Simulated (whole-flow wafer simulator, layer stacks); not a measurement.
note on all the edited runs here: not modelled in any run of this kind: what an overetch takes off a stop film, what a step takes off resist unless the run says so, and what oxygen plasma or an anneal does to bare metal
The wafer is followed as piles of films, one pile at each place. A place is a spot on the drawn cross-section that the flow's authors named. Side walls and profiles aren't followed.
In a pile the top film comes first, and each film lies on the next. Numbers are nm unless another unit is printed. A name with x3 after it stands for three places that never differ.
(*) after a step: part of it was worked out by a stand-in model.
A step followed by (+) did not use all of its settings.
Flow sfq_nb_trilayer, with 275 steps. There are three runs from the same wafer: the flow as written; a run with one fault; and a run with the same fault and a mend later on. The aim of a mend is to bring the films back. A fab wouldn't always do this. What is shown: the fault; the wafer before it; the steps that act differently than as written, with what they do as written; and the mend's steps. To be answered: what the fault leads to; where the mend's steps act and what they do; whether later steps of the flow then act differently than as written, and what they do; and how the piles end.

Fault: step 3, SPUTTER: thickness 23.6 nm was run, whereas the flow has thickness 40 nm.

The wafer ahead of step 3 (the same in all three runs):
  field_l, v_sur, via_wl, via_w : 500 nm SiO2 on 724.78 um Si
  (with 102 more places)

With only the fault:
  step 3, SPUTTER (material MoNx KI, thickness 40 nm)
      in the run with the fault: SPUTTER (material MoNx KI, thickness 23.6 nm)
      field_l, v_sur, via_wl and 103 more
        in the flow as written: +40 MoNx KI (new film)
        in the run with the fault: +23.6 MoNx KI (new film)
  Steps later in the flow that act otherwise than as written (8 more steps, not shown, differ only slightly: by at most 2% or 0.5 nm, whichever is larger):
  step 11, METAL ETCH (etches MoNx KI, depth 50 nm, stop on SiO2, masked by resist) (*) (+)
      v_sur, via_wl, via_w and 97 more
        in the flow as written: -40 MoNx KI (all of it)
        in the run with the fault: -23.6 MoNx KI (all of it)
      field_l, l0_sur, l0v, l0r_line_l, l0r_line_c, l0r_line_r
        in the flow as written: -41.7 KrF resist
        in the run with the fault: -29.5 KrF resist
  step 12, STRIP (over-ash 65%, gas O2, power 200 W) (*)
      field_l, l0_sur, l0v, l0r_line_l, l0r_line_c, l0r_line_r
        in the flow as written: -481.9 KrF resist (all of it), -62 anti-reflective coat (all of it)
        in the run with the fault: -494.1 KrF resist (all of it), -62 anti-reflective coat (all of it)
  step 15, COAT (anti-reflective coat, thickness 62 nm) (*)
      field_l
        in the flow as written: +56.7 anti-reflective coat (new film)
        in the run with the fault: +58.6 anti-reflective coat (new film)
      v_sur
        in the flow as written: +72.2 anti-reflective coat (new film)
        in the run with the fault: +68.1 anti-reflective coat (new film)
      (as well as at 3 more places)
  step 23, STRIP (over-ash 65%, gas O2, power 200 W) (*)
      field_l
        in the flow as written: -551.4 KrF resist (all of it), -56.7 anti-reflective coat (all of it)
        in the run with the fault: -554.9 KrF resist (all of it), -58.6 anti-reflective coat (all of it)
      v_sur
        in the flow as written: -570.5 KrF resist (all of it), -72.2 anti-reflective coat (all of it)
        in the run with the fault: -565.8 KrF resist (all of it), -68.1 anti-reflective coat (all of it)
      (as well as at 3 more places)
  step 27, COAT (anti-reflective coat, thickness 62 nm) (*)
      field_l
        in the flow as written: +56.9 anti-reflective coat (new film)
        in the run with the fault: +58.8 anti-reflective coat (new film)
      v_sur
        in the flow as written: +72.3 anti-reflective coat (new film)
        in the run with the fault: +68.1 anti-reflective coat (new film)
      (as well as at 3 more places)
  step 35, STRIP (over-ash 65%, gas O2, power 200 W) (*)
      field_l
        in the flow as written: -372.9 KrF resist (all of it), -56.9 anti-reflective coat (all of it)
        in the run with the fault: -376.8 KrF resist (all of it), -58.8 anti-reflective coat (all of it)
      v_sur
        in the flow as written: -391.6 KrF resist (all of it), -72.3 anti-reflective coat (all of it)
        in the run with the fault: -387.7 KrF resist (all of it), -68.1 anti-reflective coat (all of it)
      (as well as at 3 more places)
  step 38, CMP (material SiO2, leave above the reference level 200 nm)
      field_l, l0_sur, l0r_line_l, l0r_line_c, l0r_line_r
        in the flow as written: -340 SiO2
        in the run with the fault: -323.6 SiO2
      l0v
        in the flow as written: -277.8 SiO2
        in the run with the fault: -261.4 SiO2
  At field_l, l0_sur, l0v, l0r_line_l, l0r_line_c, l0r_line_r, the piles at the end differ from the flow's by more than 2% or 0.5 nm, whichever is larger.
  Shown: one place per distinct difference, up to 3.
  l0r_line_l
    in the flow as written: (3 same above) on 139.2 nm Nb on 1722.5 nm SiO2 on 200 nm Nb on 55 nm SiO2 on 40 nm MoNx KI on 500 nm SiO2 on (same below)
    in the run with the fault: (3 same above) on 139.2 nm Nb on 1738.9 nm SiO2 on 200 nm Nb on 55 nm SiO2 on 23.6 nm MoNx KI on 500 nm SiO2 on (same below)
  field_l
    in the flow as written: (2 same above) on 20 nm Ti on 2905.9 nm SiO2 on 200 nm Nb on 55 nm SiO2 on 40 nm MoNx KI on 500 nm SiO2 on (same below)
    in the run with the fault: (2 same above) on 20 nm Ti on 2922.3 nm SiO2 on 200 nm Nb on 55 nm SiO2 on 23.6 nm MoNx KI on 500 nm SiO2 on (same below)
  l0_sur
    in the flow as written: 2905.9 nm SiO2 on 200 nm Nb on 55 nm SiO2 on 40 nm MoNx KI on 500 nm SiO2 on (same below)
    in the run with the fault: 2922.3 nm SiO2 on 200 nm Nb on 55 nm SiO2 on 23.6 nm MoNx KI on 500 nm SiO2 on (same below)

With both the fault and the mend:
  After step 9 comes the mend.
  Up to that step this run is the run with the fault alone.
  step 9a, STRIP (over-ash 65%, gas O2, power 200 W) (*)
      v_sur, via_wl, via_w and 97 more
        -62 anti-reflective coat (all of it)
      field_l, l0_sur, l0v, l0r_line_l, l0r_line_c, l0r_line_r
        -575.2 KrF resist (all of it), -62 anti-reflective coat (all of it)
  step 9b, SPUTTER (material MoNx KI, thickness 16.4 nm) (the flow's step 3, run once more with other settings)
      field_l, v_sur, via_wl and 103 more
        +16.4 MoNx KI
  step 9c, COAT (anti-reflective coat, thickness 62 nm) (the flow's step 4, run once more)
      field_l, v_sur, via_wl and 103 more
        +62 anti-reflective coat (new film)
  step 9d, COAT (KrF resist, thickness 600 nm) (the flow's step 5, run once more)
      field_l, v_sur, via_wl and 103 more
        +600 KrF resist (new film)
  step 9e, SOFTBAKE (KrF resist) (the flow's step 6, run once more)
      does not change any film at any place that is followed
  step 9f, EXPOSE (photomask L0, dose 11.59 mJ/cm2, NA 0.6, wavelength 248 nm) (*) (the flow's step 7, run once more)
      does not change any film at any place that is followed
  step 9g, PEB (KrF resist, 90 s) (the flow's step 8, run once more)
      field_l, v_sur, via_wl and 103 more
        -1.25 KrF resist
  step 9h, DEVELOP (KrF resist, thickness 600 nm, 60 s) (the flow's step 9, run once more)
      v_sur, via_wl, via_w and 97 more
        -598.7 KrF resist (all of it)
      field_l, l0_sur, l0v, l0r_line_l, l0r_line_c, l0r_line_r
        -23.5 KrF resist
  Later steps of the flow that are run all act as written at every place that is followed.
  At every place that both follow, the piles at the end match the flow's.
